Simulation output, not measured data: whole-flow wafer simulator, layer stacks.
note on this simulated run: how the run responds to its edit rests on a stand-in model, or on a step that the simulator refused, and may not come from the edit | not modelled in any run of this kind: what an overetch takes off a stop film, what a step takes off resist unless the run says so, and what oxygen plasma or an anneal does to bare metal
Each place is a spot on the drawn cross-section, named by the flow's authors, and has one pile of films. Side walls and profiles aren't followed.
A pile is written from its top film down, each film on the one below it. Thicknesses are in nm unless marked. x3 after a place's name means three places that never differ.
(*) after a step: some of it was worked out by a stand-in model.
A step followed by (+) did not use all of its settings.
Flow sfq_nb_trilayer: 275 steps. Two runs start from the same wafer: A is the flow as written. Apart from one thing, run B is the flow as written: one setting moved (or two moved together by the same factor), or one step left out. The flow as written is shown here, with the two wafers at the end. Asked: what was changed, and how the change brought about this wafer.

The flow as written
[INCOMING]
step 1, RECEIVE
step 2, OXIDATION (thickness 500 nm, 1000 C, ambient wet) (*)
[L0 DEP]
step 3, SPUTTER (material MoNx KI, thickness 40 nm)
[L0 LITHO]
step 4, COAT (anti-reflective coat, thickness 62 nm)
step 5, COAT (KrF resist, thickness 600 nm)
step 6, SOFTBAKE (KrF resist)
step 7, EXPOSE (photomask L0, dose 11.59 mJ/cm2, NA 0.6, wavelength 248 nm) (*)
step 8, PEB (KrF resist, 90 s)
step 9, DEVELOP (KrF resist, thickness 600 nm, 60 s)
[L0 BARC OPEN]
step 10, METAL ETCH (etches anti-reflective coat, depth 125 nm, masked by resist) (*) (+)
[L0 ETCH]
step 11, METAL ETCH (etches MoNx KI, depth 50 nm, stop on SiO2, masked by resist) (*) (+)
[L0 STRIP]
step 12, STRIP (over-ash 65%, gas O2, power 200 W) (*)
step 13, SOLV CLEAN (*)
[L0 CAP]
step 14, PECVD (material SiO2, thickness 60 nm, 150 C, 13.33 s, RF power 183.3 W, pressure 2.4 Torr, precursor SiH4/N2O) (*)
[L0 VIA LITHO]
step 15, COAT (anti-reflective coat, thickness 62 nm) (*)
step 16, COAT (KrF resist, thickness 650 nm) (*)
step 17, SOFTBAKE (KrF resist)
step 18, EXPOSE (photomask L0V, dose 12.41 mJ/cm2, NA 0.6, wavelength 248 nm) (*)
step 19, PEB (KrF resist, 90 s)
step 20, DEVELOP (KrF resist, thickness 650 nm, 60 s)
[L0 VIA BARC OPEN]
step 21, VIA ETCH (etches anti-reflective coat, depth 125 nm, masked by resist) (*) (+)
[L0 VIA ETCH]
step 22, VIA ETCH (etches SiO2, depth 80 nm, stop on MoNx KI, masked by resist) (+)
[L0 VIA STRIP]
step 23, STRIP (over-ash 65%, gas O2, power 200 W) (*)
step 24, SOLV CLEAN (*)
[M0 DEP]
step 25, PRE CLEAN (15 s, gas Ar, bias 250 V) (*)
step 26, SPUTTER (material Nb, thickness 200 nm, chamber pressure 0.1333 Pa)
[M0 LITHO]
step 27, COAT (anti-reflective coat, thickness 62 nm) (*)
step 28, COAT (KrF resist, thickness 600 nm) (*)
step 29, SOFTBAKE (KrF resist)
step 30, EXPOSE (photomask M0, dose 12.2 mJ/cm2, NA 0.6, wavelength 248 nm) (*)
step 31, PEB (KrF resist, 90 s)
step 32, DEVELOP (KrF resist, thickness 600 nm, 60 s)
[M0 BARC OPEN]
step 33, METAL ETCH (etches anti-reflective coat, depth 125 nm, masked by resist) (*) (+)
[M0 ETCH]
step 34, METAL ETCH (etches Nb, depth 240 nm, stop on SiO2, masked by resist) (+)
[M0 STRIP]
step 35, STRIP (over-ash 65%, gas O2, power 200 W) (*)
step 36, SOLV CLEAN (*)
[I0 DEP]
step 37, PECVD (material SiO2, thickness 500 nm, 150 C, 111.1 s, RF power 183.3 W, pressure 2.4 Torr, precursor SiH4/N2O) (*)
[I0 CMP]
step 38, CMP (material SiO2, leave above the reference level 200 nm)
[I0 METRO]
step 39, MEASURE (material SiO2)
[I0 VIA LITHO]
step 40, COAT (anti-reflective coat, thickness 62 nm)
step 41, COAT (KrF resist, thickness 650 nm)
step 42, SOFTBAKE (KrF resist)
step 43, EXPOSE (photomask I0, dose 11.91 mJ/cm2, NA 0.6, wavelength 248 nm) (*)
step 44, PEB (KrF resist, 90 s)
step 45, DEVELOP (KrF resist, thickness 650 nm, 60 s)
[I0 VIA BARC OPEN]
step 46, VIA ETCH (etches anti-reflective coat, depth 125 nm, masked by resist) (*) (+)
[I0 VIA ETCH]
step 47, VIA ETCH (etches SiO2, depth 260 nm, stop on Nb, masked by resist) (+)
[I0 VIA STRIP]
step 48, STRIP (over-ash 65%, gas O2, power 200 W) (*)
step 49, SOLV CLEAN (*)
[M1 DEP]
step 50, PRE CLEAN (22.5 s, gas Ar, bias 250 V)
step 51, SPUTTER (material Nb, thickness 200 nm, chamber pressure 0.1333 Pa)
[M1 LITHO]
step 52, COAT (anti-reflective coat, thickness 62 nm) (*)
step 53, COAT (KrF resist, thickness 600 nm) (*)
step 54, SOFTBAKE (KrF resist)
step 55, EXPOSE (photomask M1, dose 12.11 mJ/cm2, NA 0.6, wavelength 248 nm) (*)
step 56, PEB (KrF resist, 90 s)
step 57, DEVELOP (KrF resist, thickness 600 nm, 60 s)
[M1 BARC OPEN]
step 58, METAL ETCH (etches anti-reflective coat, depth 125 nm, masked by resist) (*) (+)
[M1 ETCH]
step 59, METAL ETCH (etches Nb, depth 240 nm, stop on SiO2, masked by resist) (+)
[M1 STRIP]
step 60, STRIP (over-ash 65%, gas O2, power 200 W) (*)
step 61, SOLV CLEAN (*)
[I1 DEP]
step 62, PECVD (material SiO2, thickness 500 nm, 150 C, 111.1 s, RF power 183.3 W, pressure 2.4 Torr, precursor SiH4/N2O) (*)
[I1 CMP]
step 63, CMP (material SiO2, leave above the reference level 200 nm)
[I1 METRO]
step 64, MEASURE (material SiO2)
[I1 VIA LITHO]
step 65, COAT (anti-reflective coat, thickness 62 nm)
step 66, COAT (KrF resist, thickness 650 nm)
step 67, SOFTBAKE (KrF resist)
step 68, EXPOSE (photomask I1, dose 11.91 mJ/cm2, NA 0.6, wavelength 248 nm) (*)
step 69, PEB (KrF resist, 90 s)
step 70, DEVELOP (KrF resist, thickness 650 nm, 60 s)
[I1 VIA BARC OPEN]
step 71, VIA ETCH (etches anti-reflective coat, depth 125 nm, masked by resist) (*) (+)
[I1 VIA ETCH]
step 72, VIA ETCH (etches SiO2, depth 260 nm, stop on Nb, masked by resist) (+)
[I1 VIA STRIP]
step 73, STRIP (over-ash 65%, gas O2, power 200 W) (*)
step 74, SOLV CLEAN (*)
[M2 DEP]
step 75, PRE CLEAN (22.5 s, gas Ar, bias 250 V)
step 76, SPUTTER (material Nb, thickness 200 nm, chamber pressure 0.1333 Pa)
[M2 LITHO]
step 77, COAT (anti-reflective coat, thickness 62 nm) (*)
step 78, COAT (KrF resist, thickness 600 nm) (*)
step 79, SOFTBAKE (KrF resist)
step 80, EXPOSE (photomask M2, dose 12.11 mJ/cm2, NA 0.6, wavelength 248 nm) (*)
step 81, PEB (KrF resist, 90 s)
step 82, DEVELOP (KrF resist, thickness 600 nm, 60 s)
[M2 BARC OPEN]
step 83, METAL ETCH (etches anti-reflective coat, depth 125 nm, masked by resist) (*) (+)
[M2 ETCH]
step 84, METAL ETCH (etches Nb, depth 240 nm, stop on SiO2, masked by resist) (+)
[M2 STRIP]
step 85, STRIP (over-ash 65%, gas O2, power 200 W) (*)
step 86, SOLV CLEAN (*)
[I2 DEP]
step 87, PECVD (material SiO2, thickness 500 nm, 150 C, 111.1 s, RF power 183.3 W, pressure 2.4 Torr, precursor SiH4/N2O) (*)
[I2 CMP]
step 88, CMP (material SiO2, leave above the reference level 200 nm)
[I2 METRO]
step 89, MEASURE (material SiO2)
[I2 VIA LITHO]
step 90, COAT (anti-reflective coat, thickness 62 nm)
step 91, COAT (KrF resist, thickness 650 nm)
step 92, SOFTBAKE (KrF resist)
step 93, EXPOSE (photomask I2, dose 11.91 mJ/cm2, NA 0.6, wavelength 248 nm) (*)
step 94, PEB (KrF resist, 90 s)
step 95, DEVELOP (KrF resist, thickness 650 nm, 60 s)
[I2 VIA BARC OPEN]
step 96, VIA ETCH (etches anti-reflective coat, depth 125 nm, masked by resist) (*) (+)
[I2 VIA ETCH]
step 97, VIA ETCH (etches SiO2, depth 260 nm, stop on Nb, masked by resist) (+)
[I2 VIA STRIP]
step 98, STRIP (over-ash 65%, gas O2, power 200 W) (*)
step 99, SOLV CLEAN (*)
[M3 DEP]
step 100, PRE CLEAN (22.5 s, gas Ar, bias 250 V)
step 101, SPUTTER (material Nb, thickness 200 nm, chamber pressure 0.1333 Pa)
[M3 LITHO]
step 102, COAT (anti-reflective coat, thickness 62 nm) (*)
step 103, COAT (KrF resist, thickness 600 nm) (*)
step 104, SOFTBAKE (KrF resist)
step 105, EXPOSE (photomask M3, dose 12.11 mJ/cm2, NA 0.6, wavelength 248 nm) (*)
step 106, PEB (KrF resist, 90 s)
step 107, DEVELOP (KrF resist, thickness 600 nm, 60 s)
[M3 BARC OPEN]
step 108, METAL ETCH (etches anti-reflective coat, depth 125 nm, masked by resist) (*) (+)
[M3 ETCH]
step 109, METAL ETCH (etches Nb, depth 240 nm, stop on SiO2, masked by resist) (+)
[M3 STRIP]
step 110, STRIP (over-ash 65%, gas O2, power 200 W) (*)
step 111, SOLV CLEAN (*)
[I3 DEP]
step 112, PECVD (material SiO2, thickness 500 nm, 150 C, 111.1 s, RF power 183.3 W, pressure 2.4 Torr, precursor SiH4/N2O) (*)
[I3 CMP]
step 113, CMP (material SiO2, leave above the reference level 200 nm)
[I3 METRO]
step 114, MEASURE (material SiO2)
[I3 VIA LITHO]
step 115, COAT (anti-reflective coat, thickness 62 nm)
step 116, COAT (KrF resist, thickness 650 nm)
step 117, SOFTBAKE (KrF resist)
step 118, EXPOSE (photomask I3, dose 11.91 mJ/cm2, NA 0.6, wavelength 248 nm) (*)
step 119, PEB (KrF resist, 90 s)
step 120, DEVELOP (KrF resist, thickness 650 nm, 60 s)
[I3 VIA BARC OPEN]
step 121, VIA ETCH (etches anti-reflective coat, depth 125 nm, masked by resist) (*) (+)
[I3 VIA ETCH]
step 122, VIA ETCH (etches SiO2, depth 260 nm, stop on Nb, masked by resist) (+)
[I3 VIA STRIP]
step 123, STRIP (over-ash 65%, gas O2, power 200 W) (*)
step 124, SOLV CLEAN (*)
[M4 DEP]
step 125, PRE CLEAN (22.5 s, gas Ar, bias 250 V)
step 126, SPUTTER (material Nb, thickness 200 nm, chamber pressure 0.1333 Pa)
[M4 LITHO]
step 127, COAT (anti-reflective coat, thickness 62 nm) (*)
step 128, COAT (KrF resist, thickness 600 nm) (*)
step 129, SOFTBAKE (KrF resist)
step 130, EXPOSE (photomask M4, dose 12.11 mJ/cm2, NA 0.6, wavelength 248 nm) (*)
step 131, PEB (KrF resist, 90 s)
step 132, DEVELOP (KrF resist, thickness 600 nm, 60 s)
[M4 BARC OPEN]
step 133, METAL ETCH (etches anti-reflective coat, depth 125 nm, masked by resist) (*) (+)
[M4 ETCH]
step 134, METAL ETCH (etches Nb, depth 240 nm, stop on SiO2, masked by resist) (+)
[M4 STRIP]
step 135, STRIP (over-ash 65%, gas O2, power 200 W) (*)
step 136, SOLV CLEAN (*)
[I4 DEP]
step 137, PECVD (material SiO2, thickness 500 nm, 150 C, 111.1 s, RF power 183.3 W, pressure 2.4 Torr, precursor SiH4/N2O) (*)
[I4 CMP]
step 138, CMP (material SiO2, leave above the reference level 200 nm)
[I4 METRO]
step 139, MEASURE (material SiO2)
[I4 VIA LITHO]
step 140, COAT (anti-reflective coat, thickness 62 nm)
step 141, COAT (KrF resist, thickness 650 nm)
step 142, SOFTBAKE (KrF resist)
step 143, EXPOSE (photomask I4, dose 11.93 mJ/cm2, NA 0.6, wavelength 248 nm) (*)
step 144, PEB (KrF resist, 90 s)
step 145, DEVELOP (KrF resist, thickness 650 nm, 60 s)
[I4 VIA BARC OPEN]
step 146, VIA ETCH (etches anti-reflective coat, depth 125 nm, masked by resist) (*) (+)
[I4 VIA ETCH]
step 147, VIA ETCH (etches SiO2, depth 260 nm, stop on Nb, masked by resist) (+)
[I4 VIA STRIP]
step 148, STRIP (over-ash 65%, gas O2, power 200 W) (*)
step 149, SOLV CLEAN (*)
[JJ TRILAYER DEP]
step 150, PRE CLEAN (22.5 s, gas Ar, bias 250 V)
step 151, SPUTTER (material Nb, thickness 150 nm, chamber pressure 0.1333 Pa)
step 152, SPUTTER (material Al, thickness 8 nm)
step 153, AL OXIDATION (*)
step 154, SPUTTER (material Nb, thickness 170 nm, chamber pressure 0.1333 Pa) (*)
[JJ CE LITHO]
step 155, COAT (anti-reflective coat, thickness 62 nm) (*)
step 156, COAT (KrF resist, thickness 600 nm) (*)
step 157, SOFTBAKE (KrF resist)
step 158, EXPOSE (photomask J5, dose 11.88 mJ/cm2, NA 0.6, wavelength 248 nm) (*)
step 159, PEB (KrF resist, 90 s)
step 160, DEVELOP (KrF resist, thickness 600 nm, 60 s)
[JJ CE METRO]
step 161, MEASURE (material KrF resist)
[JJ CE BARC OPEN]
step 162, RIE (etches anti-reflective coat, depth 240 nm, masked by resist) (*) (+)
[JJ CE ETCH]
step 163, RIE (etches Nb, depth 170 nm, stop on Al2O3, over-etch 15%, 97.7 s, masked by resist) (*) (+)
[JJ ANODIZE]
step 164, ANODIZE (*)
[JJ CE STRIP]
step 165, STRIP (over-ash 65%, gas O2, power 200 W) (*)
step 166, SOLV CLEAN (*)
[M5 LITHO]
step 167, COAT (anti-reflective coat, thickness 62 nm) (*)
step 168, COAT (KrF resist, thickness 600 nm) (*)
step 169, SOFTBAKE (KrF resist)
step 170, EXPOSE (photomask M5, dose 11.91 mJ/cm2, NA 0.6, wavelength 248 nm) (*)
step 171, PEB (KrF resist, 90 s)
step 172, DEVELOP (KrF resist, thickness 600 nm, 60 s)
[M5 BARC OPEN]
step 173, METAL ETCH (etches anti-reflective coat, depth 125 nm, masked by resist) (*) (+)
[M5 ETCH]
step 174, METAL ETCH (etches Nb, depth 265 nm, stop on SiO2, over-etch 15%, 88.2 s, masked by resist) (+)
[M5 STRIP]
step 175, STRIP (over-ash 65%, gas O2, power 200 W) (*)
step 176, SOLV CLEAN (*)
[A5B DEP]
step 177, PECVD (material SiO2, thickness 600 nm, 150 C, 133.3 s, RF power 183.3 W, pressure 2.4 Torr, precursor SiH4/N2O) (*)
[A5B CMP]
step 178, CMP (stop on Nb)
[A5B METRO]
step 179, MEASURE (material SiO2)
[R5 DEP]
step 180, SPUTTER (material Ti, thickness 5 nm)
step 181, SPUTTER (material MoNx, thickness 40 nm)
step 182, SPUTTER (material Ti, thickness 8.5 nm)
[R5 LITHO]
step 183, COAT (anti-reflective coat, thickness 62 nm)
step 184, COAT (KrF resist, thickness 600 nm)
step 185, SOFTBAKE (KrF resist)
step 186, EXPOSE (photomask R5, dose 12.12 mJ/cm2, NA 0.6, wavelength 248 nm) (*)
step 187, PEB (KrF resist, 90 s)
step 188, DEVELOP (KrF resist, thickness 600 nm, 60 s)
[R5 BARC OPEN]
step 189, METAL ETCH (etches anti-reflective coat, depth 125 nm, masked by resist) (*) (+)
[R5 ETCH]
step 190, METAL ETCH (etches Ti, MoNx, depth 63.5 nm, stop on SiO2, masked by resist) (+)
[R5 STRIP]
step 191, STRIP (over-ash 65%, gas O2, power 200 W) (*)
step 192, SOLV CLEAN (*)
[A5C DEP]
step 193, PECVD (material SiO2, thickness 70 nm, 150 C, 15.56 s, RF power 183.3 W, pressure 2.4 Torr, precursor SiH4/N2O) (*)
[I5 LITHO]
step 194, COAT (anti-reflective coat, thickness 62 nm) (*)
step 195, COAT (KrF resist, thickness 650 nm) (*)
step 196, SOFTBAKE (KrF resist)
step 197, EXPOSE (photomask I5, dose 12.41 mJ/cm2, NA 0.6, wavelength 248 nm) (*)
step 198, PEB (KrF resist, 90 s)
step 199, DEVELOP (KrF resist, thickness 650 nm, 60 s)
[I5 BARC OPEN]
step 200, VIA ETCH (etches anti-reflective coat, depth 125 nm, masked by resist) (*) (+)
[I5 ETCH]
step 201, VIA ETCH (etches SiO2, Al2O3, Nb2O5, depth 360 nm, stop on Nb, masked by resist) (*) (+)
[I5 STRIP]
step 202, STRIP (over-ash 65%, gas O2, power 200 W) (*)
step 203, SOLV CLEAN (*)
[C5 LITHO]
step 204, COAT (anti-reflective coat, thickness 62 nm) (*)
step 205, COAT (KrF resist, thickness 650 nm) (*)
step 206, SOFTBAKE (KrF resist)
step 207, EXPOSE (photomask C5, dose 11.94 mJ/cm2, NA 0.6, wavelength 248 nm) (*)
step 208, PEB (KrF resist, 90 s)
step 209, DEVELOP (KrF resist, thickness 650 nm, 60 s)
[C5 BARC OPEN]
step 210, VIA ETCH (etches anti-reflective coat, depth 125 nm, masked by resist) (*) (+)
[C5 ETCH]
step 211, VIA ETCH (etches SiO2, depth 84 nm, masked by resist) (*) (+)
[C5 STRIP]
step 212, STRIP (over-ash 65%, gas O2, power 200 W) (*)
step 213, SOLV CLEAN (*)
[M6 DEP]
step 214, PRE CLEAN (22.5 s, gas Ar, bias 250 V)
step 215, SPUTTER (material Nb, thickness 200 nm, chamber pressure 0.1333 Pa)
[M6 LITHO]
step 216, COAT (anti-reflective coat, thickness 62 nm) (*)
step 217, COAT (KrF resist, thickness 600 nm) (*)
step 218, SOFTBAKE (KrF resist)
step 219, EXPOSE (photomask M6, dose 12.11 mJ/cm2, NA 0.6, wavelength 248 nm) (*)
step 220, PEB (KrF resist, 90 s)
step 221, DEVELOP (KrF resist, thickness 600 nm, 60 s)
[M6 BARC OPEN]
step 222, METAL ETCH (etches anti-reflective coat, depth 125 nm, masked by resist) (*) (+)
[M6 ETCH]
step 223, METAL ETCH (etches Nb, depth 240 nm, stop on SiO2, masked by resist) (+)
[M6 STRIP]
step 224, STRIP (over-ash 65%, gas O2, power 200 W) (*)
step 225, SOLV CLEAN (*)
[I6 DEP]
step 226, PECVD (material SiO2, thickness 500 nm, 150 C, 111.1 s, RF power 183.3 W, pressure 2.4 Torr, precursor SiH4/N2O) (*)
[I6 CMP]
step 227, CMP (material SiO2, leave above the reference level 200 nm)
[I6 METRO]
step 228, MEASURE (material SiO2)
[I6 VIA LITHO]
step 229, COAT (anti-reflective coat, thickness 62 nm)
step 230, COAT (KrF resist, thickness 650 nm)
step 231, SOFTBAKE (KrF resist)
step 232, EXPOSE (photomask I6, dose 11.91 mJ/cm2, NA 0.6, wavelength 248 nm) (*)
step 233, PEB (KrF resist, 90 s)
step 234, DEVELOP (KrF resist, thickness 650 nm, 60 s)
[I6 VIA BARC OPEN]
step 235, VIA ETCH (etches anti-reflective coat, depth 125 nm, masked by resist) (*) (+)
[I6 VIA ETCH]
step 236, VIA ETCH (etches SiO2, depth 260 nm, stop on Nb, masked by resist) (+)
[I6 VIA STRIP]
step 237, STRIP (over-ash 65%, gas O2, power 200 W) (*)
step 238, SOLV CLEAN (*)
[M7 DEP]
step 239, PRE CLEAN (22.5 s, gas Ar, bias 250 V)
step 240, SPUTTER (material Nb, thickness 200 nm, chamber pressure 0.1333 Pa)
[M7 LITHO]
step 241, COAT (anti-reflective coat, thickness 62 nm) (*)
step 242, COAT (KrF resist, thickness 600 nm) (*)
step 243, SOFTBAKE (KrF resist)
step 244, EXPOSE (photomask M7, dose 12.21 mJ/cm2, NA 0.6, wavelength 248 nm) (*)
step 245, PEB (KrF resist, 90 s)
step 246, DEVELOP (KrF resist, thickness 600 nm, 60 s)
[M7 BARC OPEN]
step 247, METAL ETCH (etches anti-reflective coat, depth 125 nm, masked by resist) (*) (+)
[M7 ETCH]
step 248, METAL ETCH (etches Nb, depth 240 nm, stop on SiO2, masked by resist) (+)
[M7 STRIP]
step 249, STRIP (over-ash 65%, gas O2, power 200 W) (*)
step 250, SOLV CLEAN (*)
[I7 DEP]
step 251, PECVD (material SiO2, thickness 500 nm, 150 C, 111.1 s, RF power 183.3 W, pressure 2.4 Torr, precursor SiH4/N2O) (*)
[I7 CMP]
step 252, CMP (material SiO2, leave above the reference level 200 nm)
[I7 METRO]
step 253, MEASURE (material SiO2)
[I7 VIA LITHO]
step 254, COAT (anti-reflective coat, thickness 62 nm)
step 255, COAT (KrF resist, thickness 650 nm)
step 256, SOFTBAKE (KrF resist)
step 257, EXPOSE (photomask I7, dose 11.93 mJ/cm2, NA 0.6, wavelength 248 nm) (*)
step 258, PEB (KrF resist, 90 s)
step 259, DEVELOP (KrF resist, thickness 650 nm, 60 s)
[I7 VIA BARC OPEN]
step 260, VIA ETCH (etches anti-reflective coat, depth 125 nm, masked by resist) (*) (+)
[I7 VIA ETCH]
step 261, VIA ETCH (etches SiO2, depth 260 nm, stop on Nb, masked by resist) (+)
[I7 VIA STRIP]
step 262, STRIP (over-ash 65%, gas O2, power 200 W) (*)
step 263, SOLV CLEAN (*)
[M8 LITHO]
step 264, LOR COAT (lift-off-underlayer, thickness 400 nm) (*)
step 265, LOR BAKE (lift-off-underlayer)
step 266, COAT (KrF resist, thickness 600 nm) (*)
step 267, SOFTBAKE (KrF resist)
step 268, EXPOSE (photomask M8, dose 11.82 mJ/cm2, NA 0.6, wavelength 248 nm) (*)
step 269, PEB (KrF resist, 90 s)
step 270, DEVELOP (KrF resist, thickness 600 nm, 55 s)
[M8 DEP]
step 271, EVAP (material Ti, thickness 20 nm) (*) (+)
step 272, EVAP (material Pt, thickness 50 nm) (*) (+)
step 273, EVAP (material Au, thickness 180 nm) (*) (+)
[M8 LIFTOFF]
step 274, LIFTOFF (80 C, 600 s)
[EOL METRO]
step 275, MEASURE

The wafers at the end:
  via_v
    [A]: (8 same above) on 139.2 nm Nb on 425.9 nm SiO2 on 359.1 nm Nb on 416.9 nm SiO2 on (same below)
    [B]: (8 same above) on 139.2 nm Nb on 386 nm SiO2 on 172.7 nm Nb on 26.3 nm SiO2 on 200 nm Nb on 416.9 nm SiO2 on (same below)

The reason: step 122, VIA ETCH: depth 166 nm was run, whereas the flow has depth 260 nm.

The path from the change to this, step by step:
  step 122, VIA ETCH (etches SiO2, depth 260 nm, stop on Nb, masked by resist) (+)
      via_v: A SiO2 loses 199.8 (all of it) | B SiO2 loses 166
      field_l, v_sur, via_wl and 102 more: A KrF resist loses 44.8 | B KrF resist loses 28.6
  step 123, STRIP (over-ash 65%, gas O2, power 200 W) (*)
      field_l, v_sur, via_wl and 102 more: A KrF resist loses 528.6 (all of it), anti-reflective coat loses 62 (all of it) | B KrF resist loses 544.8 (all of it), anti-reflective coat loses 62 (all of it)
  step 125, PRE CLEAN (22.5 s, gas Ar, bias 250 V)
      via_v: A Nb loses 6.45 | B SiO2 loses 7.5
  step 126, SPUTTER (material Nb, thickness 200 nm, chamber pressure 0.1333 Pa)
      via_v: A Nb gains 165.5 | B Nb gains 172.7 (new film)
  step 127, COAT (anti-reflective coat, thickness 62 nm) (*)
      via_v: A anti-reflective coat gains 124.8 (new film) | B anti-reflective coat gains 116.1 (new film)
  step 128, COAT (KrF resist, thickness 600 nm) (*)
      via_v: A KrF resist gains 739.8 (new film) | B KrF resist gains 713.6 (new film)
  step 135, STRIP (over-ash 65%, gas O2, power 200 W) (*)
      via_v: A KrF resist loses 521.8 (all of it), anti-reflective coat loses 124.8 (all of it) | B KrF resist loses 495.7 (all of it), anti-reflective coat loses 116.1 (all of it)
  step 137, PECVD (material SiO2, thickness 500 nm, 150 C, 111.1 s, RF power 183.3 W, pressure 2.4 Torr, precursor SiH4/N2O) (*)
      via_v: A SiO2 gains 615 (new film) | B SiO2 gains 550.5 (new film)
  step 138, CMP (material SiO2, leave above the reference level 200 nm)
      via_v: A SiO2 loses 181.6 | B SiO2 loses 157.1
Taking metal films that touch as one body, via_v has 7 bodies (between them, from the top down: SiO2 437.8; SiO2 209 / Al2O3 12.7 / Nb2O5 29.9; SiO2 386; SiO2 26.3; SiO2 416.9; SiO2 192.5); the flow as written gives 6 bodies (between them, from the top down: SiO2 437.8; SiO2 209 / Al2O3 12.7 / Nb2O5 29.9; SiO2 425.9; SiO2 416.9; SiO2 192.5).
